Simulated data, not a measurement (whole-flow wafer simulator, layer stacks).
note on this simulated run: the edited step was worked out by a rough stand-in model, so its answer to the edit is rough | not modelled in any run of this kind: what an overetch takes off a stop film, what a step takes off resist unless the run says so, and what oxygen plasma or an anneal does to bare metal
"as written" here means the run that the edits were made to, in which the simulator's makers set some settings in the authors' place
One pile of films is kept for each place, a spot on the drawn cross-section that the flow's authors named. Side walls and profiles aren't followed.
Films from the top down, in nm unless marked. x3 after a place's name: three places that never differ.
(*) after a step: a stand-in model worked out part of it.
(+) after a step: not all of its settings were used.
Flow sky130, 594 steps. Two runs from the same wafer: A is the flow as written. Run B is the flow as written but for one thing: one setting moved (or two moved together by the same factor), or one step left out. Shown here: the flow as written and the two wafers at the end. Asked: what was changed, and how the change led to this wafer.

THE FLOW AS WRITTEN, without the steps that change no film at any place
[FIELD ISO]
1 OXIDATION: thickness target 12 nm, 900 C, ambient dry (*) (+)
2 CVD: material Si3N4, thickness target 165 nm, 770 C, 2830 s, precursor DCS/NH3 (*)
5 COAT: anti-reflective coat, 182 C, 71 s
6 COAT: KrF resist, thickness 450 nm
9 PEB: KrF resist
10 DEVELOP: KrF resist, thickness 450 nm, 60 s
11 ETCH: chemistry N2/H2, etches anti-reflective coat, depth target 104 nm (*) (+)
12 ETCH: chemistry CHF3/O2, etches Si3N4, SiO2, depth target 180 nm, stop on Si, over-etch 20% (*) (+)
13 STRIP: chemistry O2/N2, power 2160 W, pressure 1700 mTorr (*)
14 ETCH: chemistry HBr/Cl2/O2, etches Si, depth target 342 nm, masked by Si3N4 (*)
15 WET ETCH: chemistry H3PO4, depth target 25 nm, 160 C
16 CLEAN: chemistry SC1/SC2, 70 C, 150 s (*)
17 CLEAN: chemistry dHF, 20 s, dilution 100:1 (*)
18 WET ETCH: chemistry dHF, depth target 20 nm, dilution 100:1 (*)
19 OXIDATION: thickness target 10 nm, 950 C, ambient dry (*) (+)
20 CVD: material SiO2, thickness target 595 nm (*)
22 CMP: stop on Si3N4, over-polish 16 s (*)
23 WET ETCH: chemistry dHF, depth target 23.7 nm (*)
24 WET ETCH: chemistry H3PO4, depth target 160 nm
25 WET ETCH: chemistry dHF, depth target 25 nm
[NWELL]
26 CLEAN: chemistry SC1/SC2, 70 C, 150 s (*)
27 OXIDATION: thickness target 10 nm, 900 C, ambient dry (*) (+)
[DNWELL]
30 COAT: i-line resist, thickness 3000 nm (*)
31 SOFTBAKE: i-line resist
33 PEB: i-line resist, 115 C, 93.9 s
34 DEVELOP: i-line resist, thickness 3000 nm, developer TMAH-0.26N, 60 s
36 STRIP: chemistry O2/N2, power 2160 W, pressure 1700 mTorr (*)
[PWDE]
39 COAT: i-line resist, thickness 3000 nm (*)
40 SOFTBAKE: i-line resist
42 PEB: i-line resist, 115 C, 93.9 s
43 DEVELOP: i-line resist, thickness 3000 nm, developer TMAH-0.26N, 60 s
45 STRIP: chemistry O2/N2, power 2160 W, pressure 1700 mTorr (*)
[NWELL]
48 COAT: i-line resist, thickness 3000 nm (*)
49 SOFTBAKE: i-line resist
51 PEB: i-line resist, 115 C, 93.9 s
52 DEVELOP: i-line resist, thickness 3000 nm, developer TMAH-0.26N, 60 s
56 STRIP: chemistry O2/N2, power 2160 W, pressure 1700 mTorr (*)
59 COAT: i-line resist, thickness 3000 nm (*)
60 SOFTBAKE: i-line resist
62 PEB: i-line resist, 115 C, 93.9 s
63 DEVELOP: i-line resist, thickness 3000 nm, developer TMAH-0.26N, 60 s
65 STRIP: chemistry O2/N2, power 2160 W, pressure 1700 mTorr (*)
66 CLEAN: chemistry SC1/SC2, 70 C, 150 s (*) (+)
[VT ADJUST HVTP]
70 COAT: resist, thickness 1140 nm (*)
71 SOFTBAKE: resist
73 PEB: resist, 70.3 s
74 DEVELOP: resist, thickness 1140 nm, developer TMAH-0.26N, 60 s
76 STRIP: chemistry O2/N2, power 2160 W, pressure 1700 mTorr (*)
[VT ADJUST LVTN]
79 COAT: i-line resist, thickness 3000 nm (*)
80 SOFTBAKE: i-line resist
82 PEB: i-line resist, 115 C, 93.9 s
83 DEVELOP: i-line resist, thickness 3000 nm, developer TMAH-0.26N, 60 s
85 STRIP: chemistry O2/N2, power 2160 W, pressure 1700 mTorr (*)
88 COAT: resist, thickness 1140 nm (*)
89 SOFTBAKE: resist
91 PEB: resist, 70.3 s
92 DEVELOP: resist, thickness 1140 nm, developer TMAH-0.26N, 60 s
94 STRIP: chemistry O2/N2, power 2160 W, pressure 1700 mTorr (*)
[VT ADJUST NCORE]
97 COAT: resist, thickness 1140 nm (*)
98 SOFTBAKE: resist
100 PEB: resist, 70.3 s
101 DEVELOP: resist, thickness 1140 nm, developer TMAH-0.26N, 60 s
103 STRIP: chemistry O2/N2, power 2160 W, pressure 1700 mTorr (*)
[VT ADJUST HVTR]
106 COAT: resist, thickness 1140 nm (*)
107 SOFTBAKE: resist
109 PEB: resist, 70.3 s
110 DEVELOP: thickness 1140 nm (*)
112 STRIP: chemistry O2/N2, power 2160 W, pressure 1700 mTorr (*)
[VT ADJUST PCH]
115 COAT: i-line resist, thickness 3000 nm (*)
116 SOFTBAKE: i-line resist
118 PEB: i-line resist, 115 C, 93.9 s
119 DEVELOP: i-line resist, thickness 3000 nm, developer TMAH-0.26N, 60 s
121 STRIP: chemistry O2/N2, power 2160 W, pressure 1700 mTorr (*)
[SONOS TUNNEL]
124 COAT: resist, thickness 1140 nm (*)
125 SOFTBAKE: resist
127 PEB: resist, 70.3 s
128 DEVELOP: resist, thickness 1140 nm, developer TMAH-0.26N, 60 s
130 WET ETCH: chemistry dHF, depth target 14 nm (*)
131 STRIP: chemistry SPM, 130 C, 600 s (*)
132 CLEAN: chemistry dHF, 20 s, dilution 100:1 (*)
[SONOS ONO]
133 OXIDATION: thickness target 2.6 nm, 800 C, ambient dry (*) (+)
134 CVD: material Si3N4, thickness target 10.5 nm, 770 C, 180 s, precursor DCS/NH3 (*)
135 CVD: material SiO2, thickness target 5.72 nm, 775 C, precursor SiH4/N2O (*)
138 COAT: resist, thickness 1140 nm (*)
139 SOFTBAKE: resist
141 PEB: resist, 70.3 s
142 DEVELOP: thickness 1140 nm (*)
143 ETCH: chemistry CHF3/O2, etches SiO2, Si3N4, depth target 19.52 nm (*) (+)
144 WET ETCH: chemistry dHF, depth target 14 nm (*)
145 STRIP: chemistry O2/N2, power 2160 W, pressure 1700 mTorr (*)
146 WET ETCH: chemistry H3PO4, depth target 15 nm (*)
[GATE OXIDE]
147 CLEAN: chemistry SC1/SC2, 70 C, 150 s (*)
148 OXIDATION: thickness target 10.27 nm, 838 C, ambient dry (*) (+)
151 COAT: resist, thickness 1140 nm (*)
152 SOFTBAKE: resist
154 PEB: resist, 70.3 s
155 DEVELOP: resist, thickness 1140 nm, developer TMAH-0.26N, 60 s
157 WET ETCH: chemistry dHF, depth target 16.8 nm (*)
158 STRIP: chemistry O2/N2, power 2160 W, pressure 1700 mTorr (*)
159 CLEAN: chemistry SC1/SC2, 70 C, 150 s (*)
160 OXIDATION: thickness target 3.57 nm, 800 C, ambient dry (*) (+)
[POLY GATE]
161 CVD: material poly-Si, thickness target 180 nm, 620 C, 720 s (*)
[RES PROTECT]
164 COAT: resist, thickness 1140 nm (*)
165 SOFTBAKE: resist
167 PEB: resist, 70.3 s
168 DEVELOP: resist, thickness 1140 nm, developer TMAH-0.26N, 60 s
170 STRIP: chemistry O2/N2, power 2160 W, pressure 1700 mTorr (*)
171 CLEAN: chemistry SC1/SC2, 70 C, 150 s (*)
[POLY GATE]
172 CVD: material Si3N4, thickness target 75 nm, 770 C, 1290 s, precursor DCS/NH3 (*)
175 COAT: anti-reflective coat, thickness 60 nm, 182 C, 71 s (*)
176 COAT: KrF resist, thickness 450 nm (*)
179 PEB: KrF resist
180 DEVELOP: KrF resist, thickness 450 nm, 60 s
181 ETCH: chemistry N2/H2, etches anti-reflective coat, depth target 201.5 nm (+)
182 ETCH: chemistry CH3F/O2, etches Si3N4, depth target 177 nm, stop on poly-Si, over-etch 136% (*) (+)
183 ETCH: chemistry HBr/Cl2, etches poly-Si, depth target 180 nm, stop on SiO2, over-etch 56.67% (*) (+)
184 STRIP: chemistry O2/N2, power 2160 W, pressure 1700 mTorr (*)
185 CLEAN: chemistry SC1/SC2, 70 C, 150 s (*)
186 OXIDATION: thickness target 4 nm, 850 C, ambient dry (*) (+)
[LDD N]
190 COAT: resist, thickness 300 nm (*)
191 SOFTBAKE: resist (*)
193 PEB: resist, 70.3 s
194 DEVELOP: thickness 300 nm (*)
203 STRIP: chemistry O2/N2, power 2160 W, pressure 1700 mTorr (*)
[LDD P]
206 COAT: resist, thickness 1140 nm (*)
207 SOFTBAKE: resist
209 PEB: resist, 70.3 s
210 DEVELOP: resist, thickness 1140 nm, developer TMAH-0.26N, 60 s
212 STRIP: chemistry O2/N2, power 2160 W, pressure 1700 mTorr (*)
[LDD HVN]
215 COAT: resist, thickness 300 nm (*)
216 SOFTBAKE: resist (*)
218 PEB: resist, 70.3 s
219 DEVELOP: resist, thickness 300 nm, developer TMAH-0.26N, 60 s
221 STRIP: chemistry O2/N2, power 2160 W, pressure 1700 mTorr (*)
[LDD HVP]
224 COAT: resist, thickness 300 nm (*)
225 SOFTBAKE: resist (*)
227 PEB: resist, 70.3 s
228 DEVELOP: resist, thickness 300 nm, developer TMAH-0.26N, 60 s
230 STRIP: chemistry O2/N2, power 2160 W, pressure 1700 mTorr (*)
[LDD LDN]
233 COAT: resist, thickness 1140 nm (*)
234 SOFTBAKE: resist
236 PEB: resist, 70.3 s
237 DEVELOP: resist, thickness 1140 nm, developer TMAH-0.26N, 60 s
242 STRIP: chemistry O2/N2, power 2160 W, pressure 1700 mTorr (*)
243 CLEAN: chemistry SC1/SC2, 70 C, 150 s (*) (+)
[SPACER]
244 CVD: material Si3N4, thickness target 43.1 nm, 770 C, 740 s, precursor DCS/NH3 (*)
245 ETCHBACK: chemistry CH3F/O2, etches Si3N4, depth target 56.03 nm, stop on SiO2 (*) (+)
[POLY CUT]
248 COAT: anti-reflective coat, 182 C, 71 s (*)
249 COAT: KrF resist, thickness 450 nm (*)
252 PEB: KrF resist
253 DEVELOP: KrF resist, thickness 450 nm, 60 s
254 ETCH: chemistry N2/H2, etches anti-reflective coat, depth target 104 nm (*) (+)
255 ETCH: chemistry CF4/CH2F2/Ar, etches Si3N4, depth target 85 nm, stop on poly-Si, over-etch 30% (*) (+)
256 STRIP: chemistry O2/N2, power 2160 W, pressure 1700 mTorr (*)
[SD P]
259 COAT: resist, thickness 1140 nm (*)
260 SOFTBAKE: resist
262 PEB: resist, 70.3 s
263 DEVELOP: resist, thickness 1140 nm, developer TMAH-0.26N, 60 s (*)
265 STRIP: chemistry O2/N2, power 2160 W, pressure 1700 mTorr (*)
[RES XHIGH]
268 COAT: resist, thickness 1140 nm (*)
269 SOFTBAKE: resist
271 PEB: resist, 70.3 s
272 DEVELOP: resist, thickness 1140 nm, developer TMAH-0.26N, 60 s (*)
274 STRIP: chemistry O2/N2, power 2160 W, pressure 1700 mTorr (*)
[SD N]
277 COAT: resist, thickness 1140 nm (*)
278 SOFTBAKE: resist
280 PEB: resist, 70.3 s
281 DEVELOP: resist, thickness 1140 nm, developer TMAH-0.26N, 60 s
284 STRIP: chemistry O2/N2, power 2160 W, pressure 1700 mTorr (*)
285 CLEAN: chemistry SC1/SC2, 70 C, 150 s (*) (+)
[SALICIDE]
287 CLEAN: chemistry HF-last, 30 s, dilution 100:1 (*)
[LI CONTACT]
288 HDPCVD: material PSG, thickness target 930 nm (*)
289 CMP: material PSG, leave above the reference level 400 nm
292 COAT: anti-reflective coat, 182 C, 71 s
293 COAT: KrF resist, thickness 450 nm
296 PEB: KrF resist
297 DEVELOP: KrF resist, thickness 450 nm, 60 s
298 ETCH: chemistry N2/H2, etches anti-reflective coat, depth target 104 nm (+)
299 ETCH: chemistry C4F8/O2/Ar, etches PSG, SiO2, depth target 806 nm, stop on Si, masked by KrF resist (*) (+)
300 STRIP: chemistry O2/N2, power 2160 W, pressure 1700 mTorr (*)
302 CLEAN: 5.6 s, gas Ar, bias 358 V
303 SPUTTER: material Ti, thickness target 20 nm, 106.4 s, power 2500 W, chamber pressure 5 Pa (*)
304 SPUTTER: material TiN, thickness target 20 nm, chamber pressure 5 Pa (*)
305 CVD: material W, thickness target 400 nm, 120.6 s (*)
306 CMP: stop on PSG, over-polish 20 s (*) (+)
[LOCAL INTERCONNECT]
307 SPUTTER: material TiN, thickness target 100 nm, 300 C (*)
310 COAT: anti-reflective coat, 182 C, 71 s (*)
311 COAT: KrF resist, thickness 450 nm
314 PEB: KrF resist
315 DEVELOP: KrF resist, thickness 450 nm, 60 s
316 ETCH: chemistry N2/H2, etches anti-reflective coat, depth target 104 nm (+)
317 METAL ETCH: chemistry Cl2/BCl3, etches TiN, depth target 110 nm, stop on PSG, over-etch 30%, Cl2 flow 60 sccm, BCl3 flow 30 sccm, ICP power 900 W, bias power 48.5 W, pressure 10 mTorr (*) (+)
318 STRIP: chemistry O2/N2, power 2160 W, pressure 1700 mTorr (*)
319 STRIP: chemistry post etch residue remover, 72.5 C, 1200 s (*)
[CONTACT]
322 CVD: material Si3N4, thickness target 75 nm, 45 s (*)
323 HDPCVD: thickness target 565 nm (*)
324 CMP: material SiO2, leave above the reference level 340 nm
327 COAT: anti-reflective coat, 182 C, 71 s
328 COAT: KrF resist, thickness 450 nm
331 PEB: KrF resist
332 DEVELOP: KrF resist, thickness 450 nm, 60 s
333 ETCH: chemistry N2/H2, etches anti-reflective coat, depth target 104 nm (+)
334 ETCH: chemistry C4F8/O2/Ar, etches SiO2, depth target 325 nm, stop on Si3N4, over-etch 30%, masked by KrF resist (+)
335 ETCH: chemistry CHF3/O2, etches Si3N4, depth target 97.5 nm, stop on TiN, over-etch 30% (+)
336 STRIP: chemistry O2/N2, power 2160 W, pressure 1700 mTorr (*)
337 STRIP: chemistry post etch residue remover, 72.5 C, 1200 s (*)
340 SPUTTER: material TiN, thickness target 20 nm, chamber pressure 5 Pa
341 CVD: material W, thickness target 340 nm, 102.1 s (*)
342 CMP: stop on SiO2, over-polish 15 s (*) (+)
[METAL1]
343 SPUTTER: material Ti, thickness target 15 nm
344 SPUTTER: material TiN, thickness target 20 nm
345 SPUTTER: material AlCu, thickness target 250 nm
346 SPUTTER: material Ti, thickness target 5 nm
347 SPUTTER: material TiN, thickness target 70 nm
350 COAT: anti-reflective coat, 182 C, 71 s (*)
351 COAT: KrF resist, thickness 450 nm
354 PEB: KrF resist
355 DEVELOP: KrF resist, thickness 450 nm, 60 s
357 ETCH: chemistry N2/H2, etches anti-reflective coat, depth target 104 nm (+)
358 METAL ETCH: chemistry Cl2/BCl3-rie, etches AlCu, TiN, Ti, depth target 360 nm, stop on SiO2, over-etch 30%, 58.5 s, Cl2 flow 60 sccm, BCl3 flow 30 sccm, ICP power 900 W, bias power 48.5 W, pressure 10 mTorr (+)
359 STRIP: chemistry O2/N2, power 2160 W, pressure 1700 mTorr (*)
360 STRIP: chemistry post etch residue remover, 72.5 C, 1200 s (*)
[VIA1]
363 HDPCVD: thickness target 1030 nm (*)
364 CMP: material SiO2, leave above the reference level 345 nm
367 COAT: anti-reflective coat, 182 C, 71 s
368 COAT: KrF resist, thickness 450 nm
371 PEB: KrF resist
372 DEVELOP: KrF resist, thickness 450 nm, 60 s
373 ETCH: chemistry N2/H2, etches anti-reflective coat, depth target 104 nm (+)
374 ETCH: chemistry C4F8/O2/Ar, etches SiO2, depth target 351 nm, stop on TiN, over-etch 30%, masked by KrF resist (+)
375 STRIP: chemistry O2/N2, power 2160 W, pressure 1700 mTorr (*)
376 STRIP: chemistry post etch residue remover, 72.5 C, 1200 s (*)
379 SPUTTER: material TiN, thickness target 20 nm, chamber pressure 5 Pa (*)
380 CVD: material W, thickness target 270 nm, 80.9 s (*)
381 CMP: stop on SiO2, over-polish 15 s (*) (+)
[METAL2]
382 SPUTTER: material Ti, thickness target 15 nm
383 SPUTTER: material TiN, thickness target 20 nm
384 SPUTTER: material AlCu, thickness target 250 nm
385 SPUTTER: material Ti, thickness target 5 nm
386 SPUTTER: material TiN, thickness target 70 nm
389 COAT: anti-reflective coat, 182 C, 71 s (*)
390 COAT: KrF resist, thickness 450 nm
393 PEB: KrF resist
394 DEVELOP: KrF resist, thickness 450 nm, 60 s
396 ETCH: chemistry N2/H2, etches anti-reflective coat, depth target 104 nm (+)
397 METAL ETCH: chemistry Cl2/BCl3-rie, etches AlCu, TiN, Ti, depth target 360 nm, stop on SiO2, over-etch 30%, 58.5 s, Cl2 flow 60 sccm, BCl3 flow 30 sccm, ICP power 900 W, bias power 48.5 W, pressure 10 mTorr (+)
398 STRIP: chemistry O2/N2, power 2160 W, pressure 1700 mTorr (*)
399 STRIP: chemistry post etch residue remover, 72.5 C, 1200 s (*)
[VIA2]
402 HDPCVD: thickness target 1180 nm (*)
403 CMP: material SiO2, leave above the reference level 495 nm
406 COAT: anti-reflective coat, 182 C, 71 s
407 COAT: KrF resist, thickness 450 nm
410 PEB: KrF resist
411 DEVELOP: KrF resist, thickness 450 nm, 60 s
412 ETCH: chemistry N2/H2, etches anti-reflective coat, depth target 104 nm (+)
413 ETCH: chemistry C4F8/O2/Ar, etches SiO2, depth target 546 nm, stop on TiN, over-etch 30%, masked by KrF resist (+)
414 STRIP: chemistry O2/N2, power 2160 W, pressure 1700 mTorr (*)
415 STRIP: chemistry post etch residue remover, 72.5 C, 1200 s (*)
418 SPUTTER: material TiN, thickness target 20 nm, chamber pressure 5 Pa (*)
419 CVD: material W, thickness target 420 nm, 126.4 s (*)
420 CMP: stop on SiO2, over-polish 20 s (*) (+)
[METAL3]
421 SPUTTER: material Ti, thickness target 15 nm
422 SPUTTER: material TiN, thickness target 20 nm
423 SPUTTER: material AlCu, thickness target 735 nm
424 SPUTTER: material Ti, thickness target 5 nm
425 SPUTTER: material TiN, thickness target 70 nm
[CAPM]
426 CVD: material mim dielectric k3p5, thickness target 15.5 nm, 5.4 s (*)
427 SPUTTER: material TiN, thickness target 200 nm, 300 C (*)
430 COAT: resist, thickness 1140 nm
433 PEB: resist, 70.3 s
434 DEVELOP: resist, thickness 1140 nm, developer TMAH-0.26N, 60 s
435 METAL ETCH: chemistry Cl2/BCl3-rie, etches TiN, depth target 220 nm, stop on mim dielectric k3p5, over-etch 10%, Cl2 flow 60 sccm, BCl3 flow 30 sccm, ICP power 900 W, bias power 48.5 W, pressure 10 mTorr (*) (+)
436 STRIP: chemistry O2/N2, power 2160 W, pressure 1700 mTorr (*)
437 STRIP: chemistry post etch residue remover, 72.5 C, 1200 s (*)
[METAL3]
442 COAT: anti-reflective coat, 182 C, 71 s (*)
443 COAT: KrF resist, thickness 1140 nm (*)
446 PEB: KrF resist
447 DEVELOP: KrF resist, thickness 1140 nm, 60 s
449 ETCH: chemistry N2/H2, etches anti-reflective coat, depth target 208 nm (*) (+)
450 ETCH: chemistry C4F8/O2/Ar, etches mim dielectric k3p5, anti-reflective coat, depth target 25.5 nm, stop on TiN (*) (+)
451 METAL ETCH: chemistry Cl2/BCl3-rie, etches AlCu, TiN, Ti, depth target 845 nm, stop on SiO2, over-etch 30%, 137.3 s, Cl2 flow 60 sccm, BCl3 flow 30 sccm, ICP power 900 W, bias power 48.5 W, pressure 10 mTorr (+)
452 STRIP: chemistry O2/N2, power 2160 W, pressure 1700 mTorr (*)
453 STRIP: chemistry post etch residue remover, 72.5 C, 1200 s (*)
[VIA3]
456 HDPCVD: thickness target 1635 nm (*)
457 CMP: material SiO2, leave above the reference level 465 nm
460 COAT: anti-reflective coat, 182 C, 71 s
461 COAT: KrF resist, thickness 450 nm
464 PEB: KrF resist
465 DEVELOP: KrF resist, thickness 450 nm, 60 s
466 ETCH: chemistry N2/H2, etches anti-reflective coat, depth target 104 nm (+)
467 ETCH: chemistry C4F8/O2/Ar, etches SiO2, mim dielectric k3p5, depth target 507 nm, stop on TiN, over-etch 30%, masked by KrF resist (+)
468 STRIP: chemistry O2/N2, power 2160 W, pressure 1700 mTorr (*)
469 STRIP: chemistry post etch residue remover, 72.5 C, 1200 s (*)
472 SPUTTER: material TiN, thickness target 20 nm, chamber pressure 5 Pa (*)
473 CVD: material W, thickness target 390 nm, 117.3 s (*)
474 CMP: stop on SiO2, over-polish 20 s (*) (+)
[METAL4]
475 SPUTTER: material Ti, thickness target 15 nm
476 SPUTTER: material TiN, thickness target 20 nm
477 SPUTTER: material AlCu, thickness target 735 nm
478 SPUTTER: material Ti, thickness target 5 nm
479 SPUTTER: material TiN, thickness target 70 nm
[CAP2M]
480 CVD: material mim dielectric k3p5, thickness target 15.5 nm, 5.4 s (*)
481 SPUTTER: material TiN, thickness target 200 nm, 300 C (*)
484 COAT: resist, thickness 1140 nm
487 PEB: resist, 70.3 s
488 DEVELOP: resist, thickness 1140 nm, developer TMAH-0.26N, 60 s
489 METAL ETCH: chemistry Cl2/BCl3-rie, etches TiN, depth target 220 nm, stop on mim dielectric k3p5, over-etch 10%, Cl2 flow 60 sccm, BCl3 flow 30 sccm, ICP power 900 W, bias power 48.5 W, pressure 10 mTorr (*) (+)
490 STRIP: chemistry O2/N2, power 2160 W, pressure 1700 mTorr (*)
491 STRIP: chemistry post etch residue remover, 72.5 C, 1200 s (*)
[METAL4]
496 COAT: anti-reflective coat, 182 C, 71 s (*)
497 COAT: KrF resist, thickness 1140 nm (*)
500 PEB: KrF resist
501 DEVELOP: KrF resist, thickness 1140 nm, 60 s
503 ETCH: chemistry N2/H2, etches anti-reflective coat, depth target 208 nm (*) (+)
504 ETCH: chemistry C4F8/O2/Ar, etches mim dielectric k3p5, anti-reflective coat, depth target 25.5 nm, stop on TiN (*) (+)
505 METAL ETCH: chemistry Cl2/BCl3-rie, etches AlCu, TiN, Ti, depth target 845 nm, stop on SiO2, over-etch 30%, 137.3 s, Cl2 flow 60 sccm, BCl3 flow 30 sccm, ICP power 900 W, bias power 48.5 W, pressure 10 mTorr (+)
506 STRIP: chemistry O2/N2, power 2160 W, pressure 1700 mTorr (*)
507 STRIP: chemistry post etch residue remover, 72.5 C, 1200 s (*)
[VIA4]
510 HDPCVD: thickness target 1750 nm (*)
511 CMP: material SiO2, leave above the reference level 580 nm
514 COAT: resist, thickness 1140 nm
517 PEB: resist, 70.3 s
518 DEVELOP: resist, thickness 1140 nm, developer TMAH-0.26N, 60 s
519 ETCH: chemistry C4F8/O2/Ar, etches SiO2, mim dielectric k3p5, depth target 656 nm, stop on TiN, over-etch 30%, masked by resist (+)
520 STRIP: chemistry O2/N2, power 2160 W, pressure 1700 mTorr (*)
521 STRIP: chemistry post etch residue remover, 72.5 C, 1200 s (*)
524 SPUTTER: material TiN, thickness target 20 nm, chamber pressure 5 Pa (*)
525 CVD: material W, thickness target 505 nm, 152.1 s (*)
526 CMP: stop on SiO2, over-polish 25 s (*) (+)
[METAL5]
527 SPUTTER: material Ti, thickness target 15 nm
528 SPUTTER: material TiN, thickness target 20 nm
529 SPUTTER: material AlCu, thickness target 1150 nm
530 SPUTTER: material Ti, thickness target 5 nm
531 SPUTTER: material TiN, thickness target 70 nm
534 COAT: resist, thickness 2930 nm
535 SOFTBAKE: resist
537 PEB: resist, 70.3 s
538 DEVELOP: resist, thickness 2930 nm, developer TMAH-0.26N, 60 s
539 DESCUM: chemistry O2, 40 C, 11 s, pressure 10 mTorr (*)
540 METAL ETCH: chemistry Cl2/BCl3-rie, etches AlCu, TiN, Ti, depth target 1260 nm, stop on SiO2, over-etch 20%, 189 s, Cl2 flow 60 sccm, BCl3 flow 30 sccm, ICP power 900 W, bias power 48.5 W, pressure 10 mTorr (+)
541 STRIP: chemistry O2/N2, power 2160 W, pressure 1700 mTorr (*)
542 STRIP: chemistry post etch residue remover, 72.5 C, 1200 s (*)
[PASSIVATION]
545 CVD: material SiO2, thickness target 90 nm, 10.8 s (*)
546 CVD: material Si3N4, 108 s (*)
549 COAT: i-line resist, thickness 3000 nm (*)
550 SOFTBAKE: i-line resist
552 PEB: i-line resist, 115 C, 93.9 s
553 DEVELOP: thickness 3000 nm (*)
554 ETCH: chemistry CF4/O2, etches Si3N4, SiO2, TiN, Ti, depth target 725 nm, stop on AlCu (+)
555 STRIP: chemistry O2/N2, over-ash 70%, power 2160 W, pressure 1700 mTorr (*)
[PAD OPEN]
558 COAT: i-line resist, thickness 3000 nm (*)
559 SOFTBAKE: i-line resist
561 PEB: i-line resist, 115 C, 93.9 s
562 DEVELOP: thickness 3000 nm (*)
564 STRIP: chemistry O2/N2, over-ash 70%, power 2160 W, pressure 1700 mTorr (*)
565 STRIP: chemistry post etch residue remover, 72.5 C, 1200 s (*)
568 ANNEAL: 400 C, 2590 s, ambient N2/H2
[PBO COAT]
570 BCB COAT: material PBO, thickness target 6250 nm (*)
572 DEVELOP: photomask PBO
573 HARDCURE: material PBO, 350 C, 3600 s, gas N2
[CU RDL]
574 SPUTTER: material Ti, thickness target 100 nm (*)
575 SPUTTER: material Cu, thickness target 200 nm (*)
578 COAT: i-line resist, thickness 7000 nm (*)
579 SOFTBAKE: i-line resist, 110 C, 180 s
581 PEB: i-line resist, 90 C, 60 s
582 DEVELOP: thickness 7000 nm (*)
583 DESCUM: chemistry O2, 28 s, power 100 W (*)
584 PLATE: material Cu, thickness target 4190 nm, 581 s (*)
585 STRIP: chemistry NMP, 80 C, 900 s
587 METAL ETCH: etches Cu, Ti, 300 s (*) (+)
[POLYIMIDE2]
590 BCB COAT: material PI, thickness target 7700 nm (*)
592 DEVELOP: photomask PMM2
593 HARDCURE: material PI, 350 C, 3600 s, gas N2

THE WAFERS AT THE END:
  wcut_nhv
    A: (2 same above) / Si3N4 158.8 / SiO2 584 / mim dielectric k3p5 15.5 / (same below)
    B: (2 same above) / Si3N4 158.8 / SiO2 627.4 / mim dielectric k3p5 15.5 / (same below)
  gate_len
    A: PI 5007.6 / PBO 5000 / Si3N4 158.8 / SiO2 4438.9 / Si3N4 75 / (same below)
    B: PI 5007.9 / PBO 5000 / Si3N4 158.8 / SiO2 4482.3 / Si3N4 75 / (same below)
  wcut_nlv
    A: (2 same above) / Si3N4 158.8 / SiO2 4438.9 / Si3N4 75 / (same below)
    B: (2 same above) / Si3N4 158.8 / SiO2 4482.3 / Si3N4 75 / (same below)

The cause: step 545, CVD: thickness target 122 nm was run, where the flow has thickness target 90 nm; step 545, CVD: 14.6 s was run, where the flow has 10.8 s.

How the change led to this, step by step:
  545 CVD: material SiO2, thickness target 90 nm, 10.8 s (*)
      field, active, gate and 175 more: A SiO2 +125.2 | B SiO2 +168.6
      n_well, p_well, sd_n and 12 more: A SiO2 +125.2 (new film) | B SiO2 +168.6 (new film)
  550 SOFTBAKE: i-line resist
      active: A i-line resist +12 | B i-line resist +13
      gate: A i-line resist -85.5 | B i-line resist -87.8
      (and at 56 more places)
  554 ETCH: chemistry CF4/O2, etches Si3N4, SiO2, TiN, Ti, depth target 725 nm, stop on AlCu (+)
      field, active, n_well and 189 more: A i-line resist -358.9 | B i-line resist -402.3
      pad: A Si3N4 -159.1 (all of it), SiO2 -125.2 (all of it), TiN -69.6 (all of it), Ti -5 (all of it) | B Si3N4 -159.1 (all of it), SiO2 -168.6 (all of it), TiN -69.6 (all of it), Ti -5 (all of it)
  555 STRIP: chemistry O2/N2, over-ash 70%, power 2160 W, pressure 1700 mTorr (*)
      n_well, p_well, sd_n, sd_p: A i-line resist -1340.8 (all of it) | B i-line resist -1297.4 (all of it)
      m1: A i-line resist -1364.1 (all of it) | B i-line resist -1322.3 (all of it)
      (and at 8 more places)
  558 COAT: i-line resist, thickness 3000 nm (*)
      pad: A i-line resist +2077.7 (new film) | B i-line resist +2121.4 (new film)
  559 SOFTBAKE: i-line resist
      field: A i-line resist +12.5 | B i-line resist +13.5
      active: A i-line resist +12 | B i-line resist +13
      (and at 62 more places)
  561 PEB: i-line resist, 115 C, 93.9 s
      pad: A i-line resist -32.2 | B i-line resist -32.9
  562 DEVELOP: thickness 3000 nm (*)
      pad: A i-line resist -2045.5 (all of it) | B i-line resist -2088.4 (all of it)
  578 COAT: i-line resist, thickness 7000 nm (*)
      pad: A i-line resist +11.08 um (new film) | B i-line resist +11.13 um (new film)
  579 SOFTBAKE: i-line resist, 110 C, 180 s
      mim, vcap_hvt: A i-line resist -16.8 | B i-line resist -17.6
      ndiff_licon_rim, ndiff_licon: A i-line resist -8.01 | B i-line resist -8.58
      (and at 17 more places)
  582 DEVELOP: thickness 7000 nm (*)
      pad: A i-line resist -11.08 um (all of it) | B i-line resist -11.13 um (all of it)
